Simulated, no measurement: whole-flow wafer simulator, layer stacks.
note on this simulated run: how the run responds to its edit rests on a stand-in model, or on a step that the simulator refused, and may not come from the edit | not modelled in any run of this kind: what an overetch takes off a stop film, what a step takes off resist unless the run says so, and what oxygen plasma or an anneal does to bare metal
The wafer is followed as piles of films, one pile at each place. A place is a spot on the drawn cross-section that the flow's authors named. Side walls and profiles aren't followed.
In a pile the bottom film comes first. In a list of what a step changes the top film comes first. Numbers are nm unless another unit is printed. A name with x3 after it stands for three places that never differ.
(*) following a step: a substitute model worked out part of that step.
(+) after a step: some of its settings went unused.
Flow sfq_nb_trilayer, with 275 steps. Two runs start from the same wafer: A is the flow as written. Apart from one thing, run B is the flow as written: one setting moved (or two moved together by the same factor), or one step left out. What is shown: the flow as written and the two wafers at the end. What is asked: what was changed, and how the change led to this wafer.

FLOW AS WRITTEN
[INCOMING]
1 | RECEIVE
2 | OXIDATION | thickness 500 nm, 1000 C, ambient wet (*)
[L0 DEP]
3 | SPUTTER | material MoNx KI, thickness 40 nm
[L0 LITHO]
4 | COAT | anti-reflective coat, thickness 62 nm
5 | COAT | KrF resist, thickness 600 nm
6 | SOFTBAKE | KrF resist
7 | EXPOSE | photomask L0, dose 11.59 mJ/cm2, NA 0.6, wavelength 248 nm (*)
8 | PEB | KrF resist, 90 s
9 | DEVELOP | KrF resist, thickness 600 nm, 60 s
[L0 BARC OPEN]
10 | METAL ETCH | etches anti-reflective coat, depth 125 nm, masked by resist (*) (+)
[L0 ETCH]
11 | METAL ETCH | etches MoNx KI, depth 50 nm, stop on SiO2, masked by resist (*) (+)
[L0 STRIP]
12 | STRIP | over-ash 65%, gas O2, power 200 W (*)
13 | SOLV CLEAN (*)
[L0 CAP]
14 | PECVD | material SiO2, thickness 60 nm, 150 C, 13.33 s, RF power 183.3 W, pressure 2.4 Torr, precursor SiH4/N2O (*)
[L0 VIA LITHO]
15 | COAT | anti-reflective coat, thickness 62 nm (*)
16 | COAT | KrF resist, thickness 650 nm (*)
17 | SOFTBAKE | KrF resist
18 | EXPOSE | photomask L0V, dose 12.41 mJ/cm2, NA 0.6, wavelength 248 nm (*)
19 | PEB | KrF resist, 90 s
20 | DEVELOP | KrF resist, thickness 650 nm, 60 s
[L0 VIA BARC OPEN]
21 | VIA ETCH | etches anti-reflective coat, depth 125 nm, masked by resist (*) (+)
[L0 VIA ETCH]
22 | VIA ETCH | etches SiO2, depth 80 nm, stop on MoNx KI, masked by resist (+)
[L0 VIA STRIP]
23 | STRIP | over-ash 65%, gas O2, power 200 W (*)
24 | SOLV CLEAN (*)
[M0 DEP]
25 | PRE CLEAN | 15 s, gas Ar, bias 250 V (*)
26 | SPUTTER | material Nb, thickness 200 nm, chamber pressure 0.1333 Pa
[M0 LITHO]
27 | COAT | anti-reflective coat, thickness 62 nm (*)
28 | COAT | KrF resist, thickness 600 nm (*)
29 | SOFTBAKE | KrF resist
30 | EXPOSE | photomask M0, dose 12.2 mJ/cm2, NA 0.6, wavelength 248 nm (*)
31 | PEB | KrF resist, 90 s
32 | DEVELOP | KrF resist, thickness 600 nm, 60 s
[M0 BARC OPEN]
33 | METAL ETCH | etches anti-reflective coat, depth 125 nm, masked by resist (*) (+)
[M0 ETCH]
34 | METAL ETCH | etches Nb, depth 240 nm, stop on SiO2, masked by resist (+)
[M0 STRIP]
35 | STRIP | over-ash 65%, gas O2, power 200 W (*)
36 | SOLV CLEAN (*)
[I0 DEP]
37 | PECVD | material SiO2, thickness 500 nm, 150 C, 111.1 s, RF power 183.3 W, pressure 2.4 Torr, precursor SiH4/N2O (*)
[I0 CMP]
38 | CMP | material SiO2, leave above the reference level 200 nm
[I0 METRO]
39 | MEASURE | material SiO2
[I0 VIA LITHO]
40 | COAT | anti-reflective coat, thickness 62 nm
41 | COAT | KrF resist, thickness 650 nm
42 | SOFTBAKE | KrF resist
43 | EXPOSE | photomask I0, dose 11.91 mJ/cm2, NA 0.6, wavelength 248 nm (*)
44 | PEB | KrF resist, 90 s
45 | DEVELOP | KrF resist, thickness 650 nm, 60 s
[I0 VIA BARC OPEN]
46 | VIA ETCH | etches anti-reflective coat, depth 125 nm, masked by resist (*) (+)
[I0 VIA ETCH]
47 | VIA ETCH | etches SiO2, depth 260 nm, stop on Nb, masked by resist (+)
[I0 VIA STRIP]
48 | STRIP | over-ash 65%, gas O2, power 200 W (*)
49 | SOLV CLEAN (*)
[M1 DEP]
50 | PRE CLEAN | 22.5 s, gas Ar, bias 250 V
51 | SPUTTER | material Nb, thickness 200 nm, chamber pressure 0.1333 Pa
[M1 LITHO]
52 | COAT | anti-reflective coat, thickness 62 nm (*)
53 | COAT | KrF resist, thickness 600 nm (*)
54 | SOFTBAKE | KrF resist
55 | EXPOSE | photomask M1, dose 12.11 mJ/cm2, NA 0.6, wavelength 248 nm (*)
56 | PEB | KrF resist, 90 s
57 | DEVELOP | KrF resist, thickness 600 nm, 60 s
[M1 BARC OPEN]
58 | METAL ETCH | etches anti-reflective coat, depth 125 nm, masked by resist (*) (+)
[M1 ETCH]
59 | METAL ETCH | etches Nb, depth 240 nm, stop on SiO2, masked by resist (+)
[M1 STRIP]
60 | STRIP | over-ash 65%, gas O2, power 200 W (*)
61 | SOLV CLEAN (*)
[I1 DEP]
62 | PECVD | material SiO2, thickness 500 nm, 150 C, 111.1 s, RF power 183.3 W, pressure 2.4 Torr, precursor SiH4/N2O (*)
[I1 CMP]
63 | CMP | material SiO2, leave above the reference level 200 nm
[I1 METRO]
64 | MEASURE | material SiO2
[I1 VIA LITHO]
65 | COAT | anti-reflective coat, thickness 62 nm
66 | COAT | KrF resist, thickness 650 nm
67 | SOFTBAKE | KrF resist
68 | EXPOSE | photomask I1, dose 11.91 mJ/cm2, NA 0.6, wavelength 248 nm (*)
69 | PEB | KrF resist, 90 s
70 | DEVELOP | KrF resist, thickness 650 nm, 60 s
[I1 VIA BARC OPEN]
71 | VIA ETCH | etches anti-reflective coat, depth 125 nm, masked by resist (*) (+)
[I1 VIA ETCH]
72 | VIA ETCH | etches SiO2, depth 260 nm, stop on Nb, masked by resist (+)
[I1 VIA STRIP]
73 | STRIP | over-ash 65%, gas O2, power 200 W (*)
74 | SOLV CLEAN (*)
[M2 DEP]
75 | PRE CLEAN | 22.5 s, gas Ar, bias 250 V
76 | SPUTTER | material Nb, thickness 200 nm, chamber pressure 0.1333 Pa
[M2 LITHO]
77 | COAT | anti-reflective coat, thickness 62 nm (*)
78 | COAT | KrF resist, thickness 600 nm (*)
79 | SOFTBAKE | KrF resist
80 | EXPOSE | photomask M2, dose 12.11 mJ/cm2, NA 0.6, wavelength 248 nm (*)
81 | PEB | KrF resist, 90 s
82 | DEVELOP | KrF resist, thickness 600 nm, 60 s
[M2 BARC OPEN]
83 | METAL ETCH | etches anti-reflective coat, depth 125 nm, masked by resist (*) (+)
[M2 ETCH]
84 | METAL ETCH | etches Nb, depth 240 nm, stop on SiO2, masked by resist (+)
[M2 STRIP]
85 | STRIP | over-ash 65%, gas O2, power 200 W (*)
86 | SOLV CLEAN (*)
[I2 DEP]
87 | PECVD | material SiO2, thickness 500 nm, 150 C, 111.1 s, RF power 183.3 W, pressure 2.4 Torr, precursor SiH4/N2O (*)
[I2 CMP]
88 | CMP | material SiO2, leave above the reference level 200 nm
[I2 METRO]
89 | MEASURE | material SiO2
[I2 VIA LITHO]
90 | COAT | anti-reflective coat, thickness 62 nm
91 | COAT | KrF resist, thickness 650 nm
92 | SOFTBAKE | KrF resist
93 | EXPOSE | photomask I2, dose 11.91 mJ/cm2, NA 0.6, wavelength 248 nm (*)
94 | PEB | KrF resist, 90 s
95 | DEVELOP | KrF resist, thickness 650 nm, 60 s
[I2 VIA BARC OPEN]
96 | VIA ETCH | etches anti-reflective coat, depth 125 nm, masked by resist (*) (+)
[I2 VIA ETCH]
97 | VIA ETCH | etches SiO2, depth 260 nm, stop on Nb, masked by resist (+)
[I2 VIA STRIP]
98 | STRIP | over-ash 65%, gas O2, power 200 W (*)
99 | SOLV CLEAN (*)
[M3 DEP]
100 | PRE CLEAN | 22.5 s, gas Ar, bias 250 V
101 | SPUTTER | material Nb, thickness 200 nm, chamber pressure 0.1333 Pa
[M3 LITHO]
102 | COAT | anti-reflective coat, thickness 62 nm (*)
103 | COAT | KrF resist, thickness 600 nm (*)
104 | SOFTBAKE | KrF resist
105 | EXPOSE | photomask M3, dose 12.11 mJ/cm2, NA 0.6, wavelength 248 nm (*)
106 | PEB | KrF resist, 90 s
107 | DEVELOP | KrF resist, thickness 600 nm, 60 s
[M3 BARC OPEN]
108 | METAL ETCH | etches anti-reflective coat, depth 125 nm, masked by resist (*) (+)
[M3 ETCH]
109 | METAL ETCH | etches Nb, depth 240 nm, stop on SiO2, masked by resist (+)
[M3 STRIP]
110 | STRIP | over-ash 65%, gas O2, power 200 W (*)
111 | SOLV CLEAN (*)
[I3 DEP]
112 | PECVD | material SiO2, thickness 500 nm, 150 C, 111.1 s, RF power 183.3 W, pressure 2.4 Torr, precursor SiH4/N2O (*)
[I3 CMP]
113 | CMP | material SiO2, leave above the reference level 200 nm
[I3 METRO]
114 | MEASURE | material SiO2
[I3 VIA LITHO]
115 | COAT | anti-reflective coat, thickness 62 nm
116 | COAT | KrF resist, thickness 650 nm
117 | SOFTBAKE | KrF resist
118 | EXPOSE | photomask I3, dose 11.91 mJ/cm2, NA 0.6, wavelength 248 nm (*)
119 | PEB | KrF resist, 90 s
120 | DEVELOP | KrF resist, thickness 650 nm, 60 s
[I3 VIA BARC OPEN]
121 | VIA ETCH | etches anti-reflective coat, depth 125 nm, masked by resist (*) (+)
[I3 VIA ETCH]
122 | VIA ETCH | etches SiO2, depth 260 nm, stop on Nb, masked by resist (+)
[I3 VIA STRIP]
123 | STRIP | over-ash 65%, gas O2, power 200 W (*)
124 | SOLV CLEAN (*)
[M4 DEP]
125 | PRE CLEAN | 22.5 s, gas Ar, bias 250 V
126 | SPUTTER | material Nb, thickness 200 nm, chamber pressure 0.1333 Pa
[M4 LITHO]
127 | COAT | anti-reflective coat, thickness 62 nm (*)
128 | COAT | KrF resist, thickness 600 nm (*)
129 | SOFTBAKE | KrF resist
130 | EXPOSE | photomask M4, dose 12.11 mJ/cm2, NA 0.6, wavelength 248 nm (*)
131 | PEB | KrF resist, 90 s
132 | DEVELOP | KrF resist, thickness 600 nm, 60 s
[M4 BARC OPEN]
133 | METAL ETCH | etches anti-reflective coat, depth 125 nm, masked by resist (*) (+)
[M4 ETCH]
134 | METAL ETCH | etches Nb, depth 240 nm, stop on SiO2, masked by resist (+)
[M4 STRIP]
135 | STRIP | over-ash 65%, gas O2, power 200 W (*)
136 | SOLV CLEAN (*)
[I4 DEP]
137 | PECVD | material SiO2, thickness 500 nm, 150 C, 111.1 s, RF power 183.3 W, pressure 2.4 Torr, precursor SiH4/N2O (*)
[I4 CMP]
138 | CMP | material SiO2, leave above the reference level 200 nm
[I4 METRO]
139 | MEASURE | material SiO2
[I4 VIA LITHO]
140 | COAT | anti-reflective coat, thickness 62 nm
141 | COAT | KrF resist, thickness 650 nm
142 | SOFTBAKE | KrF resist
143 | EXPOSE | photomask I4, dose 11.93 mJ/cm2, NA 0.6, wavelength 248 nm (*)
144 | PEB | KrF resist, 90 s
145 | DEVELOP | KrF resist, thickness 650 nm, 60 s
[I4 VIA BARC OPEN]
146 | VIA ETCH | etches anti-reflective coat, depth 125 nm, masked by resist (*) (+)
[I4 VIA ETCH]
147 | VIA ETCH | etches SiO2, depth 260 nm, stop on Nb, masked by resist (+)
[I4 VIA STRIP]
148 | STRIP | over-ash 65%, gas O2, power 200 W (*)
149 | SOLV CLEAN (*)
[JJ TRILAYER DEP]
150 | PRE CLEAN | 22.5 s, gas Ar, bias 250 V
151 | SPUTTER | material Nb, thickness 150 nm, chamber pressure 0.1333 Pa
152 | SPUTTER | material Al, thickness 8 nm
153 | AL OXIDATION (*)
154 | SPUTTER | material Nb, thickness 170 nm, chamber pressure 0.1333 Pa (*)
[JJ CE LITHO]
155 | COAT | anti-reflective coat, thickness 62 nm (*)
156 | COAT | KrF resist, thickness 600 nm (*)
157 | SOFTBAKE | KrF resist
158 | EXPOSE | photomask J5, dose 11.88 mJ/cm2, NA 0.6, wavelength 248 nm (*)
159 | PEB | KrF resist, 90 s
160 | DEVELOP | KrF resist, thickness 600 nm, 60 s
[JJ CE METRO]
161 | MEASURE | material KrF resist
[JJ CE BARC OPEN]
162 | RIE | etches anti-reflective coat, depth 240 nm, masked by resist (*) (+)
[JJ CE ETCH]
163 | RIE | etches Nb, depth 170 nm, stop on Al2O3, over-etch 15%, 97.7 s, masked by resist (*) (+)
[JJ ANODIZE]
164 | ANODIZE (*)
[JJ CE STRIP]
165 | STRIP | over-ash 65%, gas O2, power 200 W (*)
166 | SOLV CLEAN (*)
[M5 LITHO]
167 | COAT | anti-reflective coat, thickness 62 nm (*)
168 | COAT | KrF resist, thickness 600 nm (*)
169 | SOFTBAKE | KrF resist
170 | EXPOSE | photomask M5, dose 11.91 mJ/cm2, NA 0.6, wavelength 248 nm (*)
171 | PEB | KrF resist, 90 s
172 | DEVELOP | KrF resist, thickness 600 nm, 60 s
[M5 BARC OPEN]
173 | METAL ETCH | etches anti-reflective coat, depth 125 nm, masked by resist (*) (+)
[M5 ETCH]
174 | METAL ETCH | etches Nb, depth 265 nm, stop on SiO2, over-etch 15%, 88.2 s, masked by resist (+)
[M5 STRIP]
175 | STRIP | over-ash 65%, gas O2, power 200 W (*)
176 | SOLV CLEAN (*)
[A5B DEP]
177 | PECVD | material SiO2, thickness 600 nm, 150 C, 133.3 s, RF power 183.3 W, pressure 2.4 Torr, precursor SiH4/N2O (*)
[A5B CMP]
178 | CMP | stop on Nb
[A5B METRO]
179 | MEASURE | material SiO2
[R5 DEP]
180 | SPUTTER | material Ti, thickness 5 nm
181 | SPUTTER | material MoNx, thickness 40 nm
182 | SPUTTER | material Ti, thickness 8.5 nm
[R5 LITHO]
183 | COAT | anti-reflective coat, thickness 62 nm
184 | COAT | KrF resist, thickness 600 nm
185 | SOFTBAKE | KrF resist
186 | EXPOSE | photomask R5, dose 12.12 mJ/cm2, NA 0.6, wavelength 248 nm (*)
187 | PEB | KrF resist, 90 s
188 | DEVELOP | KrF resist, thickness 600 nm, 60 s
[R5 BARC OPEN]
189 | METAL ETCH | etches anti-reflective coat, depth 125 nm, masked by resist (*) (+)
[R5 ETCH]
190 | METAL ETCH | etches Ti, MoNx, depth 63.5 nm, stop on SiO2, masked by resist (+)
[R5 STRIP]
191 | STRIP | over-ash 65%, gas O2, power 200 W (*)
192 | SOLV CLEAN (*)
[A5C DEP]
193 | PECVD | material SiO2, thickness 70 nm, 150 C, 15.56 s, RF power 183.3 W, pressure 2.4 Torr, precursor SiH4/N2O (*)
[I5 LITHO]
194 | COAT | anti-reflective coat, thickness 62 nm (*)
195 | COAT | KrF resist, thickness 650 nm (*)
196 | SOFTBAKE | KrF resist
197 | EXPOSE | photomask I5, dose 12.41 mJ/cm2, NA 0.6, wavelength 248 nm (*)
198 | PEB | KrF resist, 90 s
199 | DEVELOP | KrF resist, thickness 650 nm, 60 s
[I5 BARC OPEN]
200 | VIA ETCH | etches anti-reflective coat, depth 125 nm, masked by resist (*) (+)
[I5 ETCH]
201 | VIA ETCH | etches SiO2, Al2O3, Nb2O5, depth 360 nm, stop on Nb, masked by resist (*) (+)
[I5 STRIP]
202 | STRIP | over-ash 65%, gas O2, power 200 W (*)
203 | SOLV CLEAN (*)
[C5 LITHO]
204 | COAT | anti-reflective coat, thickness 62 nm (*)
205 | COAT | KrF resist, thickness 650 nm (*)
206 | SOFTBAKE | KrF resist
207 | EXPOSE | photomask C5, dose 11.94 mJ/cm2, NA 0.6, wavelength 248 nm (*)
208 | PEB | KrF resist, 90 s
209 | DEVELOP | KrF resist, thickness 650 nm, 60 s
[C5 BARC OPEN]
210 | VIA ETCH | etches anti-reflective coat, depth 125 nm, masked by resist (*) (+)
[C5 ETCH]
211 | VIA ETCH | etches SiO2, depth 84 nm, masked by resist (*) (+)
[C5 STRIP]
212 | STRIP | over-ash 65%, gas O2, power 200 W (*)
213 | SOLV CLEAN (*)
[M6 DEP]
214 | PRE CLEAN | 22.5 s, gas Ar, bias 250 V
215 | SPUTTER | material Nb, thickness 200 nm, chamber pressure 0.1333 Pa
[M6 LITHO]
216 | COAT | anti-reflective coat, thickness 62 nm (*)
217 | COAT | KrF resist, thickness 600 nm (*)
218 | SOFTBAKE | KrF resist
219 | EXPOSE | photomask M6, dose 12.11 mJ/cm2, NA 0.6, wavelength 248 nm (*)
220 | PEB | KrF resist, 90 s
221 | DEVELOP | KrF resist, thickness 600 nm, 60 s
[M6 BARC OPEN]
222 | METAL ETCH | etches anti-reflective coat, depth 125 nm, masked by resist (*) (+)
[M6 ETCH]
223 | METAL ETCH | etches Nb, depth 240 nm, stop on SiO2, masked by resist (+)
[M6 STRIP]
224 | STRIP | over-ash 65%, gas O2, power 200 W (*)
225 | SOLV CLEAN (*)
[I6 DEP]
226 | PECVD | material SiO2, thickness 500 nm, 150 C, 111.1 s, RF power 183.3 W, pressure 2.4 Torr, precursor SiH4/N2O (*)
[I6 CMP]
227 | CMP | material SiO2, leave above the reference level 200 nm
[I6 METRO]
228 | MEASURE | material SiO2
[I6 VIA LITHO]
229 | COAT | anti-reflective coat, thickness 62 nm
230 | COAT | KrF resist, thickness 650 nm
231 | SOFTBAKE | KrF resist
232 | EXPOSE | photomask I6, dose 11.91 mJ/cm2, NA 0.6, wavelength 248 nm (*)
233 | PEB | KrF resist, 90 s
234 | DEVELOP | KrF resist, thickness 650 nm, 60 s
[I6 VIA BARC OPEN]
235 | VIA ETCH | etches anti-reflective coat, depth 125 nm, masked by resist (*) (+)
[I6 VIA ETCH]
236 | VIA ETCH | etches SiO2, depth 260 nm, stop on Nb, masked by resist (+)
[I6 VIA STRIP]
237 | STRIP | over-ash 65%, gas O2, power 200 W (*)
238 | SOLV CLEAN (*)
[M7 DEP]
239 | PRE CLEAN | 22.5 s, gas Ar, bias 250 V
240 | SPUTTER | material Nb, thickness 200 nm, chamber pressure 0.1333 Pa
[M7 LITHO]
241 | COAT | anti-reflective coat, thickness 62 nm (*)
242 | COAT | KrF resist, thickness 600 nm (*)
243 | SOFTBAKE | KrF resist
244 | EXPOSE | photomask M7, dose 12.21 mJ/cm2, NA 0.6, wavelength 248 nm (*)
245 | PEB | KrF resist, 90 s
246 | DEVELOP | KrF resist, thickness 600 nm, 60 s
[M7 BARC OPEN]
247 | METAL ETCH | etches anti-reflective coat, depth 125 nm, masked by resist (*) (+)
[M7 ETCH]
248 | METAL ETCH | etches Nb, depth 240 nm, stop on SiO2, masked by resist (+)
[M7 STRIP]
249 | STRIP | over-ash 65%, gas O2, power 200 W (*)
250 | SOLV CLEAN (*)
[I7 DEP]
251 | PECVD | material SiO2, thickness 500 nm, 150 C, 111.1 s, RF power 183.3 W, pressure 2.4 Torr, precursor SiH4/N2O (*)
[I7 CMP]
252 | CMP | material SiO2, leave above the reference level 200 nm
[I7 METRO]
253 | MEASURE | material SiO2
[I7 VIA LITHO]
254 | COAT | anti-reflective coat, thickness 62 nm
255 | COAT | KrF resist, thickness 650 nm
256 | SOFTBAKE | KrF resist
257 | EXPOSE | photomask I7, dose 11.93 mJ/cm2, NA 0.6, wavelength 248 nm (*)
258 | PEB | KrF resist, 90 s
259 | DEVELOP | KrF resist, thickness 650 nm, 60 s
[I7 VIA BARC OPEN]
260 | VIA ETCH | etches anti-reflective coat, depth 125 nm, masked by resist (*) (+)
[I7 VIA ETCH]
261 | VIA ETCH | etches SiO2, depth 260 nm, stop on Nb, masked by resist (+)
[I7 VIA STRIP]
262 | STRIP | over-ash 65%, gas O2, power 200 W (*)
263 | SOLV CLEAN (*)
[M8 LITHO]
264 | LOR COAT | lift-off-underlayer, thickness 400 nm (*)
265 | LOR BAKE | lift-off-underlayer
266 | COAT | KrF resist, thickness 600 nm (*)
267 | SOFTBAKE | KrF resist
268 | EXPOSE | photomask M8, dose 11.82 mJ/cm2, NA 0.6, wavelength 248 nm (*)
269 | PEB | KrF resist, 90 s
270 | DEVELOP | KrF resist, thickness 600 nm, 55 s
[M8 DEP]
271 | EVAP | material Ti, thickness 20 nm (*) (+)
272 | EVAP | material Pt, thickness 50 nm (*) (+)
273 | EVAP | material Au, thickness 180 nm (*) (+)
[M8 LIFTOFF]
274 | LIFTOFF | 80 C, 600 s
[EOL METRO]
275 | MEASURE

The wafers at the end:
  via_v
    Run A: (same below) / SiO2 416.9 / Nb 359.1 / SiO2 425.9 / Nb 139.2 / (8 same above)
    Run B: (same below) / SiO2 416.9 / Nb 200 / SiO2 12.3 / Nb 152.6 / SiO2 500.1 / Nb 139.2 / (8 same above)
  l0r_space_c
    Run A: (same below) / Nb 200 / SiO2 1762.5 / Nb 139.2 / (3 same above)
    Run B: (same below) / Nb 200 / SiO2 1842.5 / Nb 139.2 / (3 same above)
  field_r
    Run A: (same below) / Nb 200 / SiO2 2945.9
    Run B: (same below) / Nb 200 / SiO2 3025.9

What caused this: step 113, CMP: leave above the reference level 280 nm was run, though the flow has leave above the reference level 200 nm.

How this came from the change, step by step:
  113 | CMP | material SiO2, leave above the reference level 200 nm
      field_l, be, be_sur and 64 more: A -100 SiO2 | B -20 SiO2
      v_sur, via_wl, via_wr and 27 more: A -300 SiO2 | B -220 SiO2
      (also at 9 further places)
  122 | VIA ETCH | etches SiO2, depth 260 nm, stop on Nb, masked by resist (+)
      via_v: A -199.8 SiO2 (all of it) | B -260 SiO2
  125 | PRE CLEAN | 22.5 s, gas Ar, bias 250 V
      via_v: A -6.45 Nb | B -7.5 SiO2
  126 | SPUTTER | material Nb, thickness 200 nm, chamber pressure 0.1333 Pa
      via_v: A +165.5 Nb | B +152.6 Nb (new film)
  127 | COAT | anti-reflective coat, thickness 62 nm (*)
      via_sp: A +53 anti-reflective coat (new film) | B +50.1 anti-reflective coat (new film)
      via_v: A +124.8 anti-reflective coat (new film) | B +128.6 anti-reflective coat (new film)
      (also at 1 further place)
  128 | COAT | KrF resist, thickness 600 nm (*)
      via_v: A +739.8 KrF resist (new film) | B +797.5 KrF resist (new film)
  135 | STRIP | over-ash 65%, gas O2, power 200 W (*)
      via_sp: A -373.9 KrF resist (all of it), -53 anti-reflective coat (all of it) | B -369.8 KrF resist (all of it), -50.1 anti-reflective coat (all of it)
      via_v: A -521.8 KrF resist (all of it), -124.8 anti-reflective coat (all of it) | B -579.3 KrF resist (all of it), -128.6 anti-reflective coat (all of it)
      (also at 1 further place)
  137 | PECVD | material SiO2, thickness 500 nm, 150 C, 111.1 s, RF power 183.3 W, pressure 2.4 Torr, precursor SiH4/N2O (*)
      via_v: A +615 SiO2 (new film) | B +664.6 SiO2 (new film)
  138 | CMP | material SiO2, leave above the reference level 200 nm
      via_v: A -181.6 SiO2 | B -157.1 SiO2
With metal films that touch counted as one body, via_v has 7 bodies (between them, from the top down: SiO2 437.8; SiO2 209 / Al2O3 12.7 / Nb2O5 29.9; SiO2 500.1; SiO2 12.3; SiO2 416.9; SiO2 192.5); the flow as written gives 6 bodies (between them, from the top down: SiO2 437.8; SiO2 209 / Al2O3 12.7 / Nb2O5 29.9; SiO2 425.9; SiO2 416.9; SiO2 192.5).
